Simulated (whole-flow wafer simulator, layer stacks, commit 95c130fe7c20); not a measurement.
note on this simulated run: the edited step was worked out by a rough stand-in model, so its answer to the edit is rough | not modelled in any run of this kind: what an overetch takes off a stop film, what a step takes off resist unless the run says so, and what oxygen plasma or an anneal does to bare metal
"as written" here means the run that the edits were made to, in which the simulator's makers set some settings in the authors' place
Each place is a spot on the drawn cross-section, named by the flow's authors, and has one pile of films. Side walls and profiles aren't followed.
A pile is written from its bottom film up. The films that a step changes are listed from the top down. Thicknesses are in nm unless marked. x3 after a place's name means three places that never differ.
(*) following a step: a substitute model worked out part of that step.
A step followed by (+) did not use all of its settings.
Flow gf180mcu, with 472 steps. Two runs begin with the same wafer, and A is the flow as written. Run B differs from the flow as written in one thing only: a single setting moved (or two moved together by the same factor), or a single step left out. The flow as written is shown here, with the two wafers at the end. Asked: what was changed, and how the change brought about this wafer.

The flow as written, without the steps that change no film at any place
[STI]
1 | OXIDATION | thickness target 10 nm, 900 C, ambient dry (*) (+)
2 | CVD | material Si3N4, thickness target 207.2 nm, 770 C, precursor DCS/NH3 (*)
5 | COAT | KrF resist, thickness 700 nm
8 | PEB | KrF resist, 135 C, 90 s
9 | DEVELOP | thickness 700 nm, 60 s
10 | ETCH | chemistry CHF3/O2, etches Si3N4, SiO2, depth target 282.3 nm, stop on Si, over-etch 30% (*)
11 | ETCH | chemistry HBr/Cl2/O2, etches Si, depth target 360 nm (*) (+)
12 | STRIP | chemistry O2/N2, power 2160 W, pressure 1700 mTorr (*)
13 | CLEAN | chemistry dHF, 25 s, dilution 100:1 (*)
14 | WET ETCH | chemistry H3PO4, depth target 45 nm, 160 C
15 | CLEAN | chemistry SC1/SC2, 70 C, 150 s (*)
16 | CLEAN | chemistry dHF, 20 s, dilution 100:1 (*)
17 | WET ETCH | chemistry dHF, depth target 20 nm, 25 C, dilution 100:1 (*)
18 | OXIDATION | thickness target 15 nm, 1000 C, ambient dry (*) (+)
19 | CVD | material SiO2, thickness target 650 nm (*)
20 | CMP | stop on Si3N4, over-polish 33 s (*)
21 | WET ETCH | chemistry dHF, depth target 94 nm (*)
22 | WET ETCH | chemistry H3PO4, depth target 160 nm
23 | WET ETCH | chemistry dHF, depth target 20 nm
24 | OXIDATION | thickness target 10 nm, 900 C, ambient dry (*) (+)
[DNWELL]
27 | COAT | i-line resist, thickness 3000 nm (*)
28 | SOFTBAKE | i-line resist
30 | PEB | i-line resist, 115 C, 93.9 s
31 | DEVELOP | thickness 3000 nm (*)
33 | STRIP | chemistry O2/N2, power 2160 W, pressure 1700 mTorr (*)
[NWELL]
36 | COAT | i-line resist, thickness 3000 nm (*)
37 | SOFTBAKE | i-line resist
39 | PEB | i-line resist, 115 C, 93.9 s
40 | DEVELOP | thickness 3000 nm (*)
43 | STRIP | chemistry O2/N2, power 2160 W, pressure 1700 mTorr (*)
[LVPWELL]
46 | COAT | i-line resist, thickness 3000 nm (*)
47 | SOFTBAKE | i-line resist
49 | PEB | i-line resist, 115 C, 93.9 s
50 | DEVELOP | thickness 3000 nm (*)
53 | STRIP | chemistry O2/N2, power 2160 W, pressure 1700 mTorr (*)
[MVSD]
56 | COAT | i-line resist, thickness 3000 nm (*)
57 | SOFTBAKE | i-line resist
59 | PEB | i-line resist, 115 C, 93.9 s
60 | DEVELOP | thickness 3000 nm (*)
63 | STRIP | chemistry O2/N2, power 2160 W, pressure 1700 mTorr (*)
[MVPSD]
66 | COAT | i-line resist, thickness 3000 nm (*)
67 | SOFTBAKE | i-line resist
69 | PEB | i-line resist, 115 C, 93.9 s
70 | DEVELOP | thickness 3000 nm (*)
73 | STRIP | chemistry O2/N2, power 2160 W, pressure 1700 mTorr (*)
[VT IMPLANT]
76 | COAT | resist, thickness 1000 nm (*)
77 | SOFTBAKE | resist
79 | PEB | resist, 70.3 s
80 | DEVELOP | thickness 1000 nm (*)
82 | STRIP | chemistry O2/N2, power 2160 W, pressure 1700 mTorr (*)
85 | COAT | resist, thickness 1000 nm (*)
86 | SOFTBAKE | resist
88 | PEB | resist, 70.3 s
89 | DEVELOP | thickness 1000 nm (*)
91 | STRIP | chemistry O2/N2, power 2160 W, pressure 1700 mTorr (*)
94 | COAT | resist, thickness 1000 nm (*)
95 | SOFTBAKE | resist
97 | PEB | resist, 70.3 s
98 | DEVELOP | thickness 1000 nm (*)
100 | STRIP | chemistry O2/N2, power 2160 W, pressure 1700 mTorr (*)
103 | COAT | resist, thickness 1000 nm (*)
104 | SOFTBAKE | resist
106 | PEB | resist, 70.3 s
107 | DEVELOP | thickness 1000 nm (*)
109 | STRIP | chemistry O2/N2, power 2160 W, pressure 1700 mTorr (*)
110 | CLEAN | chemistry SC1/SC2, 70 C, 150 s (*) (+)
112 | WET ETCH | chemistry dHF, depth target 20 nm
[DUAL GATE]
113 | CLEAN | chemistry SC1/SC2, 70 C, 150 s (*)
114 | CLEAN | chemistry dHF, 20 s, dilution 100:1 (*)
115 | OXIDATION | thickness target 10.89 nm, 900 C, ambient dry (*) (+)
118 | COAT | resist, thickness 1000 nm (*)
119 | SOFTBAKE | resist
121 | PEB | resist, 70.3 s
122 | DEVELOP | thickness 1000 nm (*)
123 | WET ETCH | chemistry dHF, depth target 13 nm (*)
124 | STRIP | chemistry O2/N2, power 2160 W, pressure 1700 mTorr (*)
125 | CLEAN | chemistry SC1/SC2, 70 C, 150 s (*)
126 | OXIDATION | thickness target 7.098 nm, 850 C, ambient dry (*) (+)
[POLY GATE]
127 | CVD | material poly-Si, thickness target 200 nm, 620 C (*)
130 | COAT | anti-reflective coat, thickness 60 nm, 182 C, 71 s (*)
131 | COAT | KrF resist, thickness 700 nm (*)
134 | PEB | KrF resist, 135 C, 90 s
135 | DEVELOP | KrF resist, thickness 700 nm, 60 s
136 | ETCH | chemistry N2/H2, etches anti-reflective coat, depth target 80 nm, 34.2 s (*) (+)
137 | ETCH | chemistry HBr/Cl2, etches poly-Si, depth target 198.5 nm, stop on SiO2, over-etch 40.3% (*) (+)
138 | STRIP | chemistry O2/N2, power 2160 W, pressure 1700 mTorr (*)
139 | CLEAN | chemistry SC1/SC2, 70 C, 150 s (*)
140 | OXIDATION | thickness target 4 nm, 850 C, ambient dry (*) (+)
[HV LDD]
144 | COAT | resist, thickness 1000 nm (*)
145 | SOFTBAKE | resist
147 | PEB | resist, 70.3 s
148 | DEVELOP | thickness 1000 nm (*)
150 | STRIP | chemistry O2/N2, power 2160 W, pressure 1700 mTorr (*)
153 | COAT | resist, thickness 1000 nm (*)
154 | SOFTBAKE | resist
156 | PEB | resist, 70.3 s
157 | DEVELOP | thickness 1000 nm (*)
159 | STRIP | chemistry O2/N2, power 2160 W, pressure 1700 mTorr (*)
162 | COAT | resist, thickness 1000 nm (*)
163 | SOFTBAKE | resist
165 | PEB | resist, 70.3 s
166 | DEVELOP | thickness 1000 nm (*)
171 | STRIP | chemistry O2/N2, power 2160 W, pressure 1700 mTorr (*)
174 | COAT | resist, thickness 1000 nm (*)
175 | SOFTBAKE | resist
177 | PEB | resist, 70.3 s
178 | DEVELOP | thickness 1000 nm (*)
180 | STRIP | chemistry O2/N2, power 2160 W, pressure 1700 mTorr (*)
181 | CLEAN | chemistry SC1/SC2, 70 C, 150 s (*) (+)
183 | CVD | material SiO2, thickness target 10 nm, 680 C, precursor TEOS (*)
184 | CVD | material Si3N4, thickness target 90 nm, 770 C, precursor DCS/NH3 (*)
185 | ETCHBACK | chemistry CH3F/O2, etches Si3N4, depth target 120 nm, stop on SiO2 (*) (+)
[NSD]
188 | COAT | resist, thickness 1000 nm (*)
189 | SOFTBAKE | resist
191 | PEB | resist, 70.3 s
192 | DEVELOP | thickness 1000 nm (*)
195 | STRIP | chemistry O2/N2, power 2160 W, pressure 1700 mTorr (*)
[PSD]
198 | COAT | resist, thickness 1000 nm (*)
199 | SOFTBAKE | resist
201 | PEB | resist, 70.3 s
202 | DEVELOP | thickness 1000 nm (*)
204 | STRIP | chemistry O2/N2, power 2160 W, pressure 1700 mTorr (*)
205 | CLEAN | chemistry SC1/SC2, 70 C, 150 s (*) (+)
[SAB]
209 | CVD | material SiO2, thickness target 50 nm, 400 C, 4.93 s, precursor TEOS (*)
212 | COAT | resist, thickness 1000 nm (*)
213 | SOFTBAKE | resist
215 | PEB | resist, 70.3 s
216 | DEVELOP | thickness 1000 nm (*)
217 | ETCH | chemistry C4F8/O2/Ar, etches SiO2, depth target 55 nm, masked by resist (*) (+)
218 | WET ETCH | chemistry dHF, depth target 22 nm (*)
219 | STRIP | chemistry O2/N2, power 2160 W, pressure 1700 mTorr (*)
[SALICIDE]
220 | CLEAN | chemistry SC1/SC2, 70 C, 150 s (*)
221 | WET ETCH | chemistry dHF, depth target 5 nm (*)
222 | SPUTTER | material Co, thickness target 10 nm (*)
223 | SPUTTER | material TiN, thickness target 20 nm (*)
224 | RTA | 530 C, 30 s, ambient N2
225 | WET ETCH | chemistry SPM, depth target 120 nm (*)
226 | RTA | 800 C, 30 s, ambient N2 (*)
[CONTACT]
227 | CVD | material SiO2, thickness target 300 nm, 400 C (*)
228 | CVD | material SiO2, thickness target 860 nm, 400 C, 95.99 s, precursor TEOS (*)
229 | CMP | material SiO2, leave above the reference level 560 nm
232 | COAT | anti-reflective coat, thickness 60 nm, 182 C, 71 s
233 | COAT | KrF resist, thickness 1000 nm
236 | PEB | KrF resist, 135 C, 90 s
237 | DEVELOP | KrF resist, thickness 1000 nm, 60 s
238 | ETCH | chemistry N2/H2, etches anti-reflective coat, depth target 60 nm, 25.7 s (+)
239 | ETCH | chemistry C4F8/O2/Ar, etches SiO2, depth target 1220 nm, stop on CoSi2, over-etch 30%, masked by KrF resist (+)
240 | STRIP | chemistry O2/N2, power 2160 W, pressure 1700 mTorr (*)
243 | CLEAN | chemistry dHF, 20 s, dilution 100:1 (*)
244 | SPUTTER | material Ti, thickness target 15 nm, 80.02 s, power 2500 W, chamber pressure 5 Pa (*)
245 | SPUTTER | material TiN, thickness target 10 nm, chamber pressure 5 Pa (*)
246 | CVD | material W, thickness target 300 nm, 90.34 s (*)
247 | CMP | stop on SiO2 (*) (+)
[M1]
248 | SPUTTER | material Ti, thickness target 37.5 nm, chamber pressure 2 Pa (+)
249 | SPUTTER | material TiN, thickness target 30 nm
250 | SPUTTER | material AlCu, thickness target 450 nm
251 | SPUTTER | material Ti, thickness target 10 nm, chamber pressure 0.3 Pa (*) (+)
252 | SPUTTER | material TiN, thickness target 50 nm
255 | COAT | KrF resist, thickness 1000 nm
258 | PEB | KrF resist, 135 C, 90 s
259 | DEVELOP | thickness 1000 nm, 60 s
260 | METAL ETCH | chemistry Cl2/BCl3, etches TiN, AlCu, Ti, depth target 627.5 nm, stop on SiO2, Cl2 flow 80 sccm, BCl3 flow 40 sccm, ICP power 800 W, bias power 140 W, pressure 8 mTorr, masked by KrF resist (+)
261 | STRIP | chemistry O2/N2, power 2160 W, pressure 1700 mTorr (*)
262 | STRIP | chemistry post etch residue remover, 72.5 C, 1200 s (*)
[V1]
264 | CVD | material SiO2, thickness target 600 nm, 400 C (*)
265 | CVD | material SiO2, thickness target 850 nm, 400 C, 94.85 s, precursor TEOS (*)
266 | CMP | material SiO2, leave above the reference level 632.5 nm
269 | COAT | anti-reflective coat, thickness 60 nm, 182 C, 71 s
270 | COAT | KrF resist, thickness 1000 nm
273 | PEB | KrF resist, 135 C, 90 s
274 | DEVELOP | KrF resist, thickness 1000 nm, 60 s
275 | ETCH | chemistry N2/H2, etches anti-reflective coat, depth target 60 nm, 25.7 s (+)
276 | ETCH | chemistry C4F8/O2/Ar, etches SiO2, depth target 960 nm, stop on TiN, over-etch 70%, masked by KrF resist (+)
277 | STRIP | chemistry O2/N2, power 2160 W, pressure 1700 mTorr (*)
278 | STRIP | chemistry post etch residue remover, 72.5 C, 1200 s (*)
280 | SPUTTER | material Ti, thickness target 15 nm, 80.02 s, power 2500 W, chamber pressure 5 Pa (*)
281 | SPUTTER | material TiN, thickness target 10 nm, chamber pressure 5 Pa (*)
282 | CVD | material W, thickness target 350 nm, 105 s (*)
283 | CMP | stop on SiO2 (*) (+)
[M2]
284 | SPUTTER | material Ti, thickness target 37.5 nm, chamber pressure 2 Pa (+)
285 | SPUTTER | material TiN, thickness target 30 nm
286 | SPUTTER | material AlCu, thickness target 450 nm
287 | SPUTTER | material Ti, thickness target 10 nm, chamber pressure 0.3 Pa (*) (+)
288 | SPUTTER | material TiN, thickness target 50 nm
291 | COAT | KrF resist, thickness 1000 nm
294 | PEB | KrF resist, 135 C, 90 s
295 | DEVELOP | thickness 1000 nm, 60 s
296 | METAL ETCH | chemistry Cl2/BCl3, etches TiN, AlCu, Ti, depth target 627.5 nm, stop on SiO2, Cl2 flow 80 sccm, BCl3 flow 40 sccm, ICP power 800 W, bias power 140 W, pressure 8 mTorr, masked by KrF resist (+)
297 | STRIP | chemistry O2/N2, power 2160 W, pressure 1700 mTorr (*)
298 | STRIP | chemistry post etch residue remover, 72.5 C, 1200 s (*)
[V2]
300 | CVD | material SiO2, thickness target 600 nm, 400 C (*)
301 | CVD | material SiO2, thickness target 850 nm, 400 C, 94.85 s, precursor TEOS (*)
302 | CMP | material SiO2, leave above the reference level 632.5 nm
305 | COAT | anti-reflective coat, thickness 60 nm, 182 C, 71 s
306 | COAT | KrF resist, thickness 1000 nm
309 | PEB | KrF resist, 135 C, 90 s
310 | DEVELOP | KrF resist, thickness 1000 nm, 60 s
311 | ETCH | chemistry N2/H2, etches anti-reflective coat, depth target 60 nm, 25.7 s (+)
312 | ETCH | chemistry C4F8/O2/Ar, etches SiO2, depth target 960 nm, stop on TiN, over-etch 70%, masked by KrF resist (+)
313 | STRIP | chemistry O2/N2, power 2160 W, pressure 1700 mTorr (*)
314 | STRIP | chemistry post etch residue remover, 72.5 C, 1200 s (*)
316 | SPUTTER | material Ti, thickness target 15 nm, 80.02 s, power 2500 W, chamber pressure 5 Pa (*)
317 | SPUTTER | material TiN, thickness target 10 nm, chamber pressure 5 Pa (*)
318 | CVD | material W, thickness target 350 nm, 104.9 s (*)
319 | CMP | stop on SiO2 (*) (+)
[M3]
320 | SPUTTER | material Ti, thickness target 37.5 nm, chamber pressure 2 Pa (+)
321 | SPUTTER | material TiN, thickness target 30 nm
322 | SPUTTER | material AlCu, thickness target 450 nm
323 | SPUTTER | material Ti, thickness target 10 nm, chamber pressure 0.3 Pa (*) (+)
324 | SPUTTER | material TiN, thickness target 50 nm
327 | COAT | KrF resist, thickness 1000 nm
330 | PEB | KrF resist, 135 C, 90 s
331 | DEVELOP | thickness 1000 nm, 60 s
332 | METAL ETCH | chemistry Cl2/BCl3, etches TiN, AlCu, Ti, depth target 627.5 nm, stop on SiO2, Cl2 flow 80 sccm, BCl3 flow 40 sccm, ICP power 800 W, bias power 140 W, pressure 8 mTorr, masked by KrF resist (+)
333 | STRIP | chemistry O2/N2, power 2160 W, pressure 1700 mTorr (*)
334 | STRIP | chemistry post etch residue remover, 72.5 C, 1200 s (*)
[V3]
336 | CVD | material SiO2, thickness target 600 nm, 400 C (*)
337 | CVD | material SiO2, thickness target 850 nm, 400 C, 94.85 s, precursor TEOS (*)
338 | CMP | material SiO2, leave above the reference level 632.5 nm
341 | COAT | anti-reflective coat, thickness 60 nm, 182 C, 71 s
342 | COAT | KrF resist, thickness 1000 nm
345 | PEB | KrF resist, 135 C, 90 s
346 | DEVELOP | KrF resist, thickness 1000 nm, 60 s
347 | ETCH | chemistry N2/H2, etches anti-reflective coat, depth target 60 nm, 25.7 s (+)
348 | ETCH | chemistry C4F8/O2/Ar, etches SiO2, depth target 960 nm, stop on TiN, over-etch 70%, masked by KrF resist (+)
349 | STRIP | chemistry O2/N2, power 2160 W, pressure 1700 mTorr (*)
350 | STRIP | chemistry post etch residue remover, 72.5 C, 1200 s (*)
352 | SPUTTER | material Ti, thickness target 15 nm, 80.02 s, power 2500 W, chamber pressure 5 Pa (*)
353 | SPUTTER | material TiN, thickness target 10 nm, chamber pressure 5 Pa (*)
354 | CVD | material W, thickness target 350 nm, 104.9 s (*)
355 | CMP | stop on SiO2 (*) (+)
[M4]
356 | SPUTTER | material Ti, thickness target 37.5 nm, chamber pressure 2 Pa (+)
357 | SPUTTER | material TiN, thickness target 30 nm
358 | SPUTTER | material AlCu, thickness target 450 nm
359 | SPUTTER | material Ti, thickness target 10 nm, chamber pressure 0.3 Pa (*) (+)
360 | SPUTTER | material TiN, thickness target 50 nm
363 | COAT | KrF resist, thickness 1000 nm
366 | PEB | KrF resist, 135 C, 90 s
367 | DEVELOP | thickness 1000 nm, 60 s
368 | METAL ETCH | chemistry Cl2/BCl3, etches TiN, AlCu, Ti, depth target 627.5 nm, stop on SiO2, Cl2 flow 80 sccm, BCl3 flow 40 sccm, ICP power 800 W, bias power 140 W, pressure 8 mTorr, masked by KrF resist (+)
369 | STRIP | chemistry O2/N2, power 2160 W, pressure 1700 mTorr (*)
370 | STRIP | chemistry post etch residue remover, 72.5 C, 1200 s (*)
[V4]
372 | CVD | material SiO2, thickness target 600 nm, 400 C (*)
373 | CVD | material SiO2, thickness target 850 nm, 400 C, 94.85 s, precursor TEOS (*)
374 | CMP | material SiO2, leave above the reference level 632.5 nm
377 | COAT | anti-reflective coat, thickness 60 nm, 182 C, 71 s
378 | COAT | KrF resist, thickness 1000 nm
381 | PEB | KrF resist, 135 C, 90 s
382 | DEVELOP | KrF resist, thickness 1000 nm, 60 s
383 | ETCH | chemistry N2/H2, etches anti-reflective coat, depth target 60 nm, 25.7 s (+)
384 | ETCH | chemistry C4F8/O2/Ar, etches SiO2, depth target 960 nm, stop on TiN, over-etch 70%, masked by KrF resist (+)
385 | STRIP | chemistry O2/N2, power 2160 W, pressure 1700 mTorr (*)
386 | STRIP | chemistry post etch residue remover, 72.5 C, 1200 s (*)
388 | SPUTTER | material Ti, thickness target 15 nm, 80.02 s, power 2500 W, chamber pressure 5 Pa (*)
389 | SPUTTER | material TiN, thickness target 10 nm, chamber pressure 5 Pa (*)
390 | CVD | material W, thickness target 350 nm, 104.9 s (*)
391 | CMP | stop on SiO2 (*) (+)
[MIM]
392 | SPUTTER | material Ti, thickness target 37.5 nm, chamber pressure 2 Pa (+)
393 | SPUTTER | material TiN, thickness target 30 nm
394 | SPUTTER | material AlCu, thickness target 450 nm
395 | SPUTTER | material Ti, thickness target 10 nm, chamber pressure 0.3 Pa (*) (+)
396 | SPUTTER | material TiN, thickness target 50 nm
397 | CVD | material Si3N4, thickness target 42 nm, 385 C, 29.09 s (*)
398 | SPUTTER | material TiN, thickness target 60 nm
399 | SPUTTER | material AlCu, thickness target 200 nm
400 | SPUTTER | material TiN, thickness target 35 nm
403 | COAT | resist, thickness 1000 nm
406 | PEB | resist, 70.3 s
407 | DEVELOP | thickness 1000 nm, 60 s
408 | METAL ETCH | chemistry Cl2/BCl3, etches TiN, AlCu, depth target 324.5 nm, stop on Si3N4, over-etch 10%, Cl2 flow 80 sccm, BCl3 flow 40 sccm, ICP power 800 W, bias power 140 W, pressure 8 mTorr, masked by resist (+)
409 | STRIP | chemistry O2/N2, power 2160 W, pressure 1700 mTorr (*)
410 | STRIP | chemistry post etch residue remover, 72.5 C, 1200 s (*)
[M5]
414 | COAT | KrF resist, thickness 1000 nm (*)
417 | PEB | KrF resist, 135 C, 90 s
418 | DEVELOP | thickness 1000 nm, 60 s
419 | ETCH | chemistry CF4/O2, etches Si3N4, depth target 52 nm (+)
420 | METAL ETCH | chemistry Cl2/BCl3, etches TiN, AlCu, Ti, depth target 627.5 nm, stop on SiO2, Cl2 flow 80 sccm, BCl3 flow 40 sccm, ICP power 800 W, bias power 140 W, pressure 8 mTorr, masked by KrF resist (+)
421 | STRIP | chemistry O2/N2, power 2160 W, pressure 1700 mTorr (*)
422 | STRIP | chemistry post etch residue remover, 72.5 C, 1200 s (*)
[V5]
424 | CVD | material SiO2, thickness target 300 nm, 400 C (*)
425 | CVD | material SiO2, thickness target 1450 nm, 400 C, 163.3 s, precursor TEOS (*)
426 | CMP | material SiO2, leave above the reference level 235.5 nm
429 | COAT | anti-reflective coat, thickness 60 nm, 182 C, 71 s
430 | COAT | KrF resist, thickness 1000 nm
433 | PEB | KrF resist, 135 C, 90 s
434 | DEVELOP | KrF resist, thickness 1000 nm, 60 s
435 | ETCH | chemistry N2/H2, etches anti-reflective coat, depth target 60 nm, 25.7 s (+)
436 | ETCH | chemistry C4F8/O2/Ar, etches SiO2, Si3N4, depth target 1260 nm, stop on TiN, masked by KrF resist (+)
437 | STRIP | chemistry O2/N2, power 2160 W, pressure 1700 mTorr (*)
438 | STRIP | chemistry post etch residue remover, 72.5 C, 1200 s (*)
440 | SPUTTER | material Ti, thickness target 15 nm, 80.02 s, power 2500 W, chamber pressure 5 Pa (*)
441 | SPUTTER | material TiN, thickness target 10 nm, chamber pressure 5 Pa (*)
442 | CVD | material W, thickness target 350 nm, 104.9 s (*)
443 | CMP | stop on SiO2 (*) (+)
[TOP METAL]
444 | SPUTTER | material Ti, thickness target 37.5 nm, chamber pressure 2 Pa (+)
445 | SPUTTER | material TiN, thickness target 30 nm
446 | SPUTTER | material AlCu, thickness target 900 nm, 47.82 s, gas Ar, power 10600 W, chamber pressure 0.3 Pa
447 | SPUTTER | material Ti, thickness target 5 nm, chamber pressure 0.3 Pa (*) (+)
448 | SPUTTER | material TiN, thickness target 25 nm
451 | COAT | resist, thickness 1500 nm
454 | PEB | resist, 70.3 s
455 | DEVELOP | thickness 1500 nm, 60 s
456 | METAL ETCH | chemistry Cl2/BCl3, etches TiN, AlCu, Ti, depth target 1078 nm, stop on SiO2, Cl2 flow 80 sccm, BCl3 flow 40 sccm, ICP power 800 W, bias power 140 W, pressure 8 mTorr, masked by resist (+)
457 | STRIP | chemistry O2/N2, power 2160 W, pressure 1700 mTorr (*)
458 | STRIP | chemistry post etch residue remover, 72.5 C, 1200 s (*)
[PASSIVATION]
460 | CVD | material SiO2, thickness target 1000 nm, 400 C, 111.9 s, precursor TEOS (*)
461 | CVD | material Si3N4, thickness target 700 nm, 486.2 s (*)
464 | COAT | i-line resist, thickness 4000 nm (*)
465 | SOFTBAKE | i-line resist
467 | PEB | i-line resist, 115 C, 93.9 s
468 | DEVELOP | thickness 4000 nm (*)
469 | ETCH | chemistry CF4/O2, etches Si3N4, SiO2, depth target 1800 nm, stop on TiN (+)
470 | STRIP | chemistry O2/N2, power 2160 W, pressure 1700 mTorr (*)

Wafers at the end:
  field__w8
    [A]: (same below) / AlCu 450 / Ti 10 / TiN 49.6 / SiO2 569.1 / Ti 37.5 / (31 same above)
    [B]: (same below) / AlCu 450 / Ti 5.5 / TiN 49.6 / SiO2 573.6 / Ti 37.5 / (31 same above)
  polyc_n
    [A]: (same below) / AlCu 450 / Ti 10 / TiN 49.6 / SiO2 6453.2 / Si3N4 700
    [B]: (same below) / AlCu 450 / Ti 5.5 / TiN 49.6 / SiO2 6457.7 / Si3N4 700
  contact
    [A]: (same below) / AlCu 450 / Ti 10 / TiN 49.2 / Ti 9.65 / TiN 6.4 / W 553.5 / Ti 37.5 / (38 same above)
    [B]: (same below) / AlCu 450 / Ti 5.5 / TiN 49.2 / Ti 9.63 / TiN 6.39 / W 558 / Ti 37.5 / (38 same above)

Cause: step 251, SPUTTER: thickness target 5.5 nm was run, while the flow as written has thickness target 10 nm.
The wafer itself shows it: field__w8 has Ti 5.5, and step 251 as written asks for 10 nm.

Step by step, how the change led to this:
  251 | SPUTTER | material Ti, thickness target 10 nm, chamber pressure 0.3 Pa (*) (+)
      field, field__w1, field__w2 and 108 more: A Ti gains 10 (new film) | B Ti gains 5.5 (new film)
  260 | METAL ETCH | chemistry Cl2/BCl3, etches TiN, AlCu, Ti, depth target 627.5 nm, stop on SiO2, Cl2 flow 80 sccm, BCl3 flow 40 sccm, ICP power 800 W, bias power 140 W, pressure 8 mTorr, masked by KrF resist (+)
      field, field__w1, field__w2 and 99 more: A TiN loses 50 (all of it), Ti loses 10 (all of it), AlCu loses 450 (all of it), TiN loses 30 (all of it), Ti loses 37.5 (all of it) | B TiN loses 50 (all of it), Ti loses 5.5 (all of it), AlCu loses 450 (all of it), TiN loses 30 (all of it), Ti loses 37.5 (all of it)
